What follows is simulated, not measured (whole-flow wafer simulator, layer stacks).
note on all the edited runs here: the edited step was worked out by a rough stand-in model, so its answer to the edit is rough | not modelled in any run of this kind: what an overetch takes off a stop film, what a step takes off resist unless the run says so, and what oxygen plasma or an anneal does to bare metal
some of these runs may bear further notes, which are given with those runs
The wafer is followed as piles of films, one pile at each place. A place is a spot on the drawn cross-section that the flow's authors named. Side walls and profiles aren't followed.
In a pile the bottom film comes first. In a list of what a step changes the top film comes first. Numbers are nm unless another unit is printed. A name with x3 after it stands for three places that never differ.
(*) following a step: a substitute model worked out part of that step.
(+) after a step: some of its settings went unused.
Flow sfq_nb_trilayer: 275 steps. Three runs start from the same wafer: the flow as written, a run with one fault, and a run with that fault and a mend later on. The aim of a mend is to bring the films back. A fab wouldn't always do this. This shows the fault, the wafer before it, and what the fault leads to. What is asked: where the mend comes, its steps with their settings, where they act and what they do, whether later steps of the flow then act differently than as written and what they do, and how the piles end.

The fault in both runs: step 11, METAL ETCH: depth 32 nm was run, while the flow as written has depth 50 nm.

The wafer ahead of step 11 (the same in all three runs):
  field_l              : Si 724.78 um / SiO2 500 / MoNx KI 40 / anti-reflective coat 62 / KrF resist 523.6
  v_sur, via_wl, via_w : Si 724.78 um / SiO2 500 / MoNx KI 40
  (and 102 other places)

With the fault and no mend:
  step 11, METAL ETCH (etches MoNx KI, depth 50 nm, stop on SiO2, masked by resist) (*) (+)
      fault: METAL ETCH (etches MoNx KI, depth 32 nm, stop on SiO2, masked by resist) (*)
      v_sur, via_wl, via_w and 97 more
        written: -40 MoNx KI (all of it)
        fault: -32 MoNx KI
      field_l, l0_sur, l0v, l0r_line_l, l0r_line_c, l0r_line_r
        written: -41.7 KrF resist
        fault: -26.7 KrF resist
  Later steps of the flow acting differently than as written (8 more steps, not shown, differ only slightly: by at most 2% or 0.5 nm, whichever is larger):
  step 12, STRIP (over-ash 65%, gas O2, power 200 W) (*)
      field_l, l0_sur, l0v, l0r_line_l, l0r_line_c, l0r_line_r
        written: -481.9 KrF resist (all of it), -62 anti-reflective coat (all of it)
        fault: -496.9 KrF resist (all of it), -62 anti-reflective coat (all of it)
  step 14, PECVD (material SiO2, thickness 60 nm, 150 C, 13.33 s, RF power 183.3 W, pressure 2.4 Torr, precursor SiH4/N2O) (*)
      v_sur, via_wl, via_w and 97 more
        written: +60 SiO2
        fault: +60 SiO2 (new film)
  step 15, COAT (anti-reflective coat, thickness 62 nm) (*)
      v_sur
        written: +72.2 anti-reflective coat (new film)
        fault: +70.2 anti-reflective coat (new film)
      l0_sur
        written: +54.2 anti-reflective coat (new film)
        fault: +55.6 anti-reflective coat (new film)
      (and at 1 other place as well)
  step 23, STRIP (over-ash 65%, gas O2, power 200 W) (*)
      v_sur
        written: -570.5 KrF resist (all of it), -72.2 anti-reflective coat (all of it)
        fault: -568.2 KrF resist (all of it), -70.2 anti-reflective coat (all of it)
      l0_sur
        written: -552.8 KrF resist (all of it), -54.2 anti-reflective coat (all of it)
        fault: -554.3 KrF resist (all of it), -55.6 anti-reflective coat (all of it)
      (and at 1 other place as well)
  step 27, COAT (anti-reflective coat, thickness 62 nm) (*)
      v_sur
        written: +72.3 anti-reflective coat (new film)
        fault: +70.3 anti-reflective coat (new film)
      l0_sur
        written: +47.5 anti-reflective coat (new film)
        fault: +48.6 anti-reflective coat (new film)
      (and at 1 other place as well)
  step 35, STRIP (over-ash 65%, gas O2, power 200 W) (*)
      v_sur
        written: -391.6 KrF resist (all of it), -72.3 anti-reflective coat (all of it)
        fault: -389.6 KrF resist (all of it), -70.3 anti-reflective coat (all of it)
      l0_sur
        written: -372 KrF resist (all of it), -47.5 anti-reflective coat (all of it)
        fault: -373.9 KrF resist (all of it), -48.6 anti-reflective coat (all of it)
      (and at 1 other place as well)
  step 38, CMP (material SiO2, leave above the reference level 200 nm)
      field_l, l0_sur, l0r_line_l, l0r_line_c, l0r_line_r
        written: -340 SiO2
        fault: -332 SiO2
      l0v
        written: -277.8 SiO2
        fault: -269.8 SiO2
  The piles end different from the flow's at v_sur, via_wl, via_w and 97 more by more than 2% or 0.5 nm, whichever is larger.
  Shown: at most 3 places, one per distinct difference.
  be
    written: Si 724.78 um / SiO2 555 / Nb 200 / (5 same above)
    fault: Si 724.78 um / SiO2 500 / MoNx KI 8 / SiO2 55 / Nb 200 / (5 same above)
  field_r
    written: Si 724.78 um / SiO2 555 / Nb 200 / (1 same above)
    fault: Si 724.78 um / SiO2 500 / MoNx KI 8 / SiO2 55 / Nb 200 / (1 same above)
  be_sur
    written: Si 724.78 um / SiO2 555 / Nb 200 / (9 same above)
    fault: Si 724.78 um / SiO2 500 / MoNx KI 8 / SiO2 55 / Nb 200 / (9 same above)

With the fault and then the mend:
  The mend follows step 12.
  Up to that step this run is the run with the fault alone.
  step 12a, COAT (anti-reflective coat, thickness 62 nm) (*) (the flow's step 4 again)
      p4_fl x3, p4_w1 x9, p4_g1 x2 and 59 more
        +62 anti-reflective coat (new film)
      wire, be, be_sur and 8 more
        +63.4 anti-reflective coat (new film)
      c5j, ce_r, sp_r, be_r
        +63.3 anti-reflective coat (new film)
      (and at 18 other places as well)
  step 12b, COAT (KrF resist, thickness 600 nm) (*) (the flow's step 5 again)
      p4_fl x3, p4_w1 x9, p4_g1 x2 and 59 more
        +600 KrF resist (new film)
      gap, jj_sur, ce_l and 6 more
        +605.4 KrF resist (new film)
      l0r_line_l, l0r_line_c, l0r_line_r
        +596.6 KrF resist (new film)
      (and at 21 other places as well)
  step 12c, SOFTBAKE (KrF resist) (the flow's step 6 again)
      does not change any film at any place that is followed
  step 12d, EXPOSE (photomask L0, dose 11.59 mJ/cm2, NA 0.6, wavelength 248 nm) (*) (the flow's step 7 again)
      does not change any film at any place that is followed
  step 12e, PEB (KrF resist, 90 s) (the flow's step 8 again)
      p4_fl x3, p4_w1 x9, p4_g1 x2 and 62 more
        -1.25 KrF resist
      v_sur, via_w, via_wr and 12 more
        -1.27 KrF resist
      gap, jj_sur, ce_l and 7 more
        -1.26 KrF resist
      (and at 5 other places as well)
  step 12f, DEVELOP (KrF resist, thickness 600 nm, 60 s) (the flow's step 9 again)
      p4_fl x3, p4_w1 x9, p4_g1 x2 and 59 more
        -598.7 KrF resist (all of it)
      jj_sur, ce_l, c5j, ce_r, sp_r, be_r, r_sur
        -604.1 KrF resist (all of it)
      field_l, l0_sur, l0v, l0r_line_l, l0r_line_c, l0r_line_r
        -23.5 KrF resist
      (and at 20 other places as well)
  step 12g, METAL ETCH (etches anti-reflective coat, depth 125 nm, masked by resist) (*) (+) (the flow's step 10 again)
      p4_fl x3, p4_w1 x9, p4_g1 x2 and 59 more
        -62 anti-reflective coat (all of it)
      wire, be, be_sur and 8 more
        -63.4 anti-reflective coat (all of it)
      field_l, l0_sur, l0v, l0r_line_l, l0r_line_c, l0r_line_r
        -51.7 KrF resist
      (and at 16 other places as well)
  step 12h, METAL ETCH (etches MoNx KI, depth 18 nm, stop on SiO2, masked by resist) (+) (the flow's step 11 again, with other settings)
      v_sur, via_wl, via_w and 97 more
        -8 MoNx KI (all of it)
      field_l, l0_sur, l0v, l0r_line_l, l0r_line_c, l0r_line_r
        -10 KrF resist
  step 12i, STRIP (over-ash 65%, gas O2, power 200 W) (*) (the flow's step 12 again)
      l0r_line_l, l0r_line_c, l0r_line_r
        -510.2 KrF resist (all of it), -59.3 anti-reflective coat (all of it)
      field_l
        -506.1 KrF resist (all of it), -57.4 anti-reflective coat (all of it)
      l0_sur
        -507.5 KrF resist (all of it), -55.1 anti-reflective coat (all of it)
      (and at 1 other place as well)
  Later steps of the flow that are run all act as written at every place that is followed.
  By the end, the piles equal the flow's at every place that both follow.
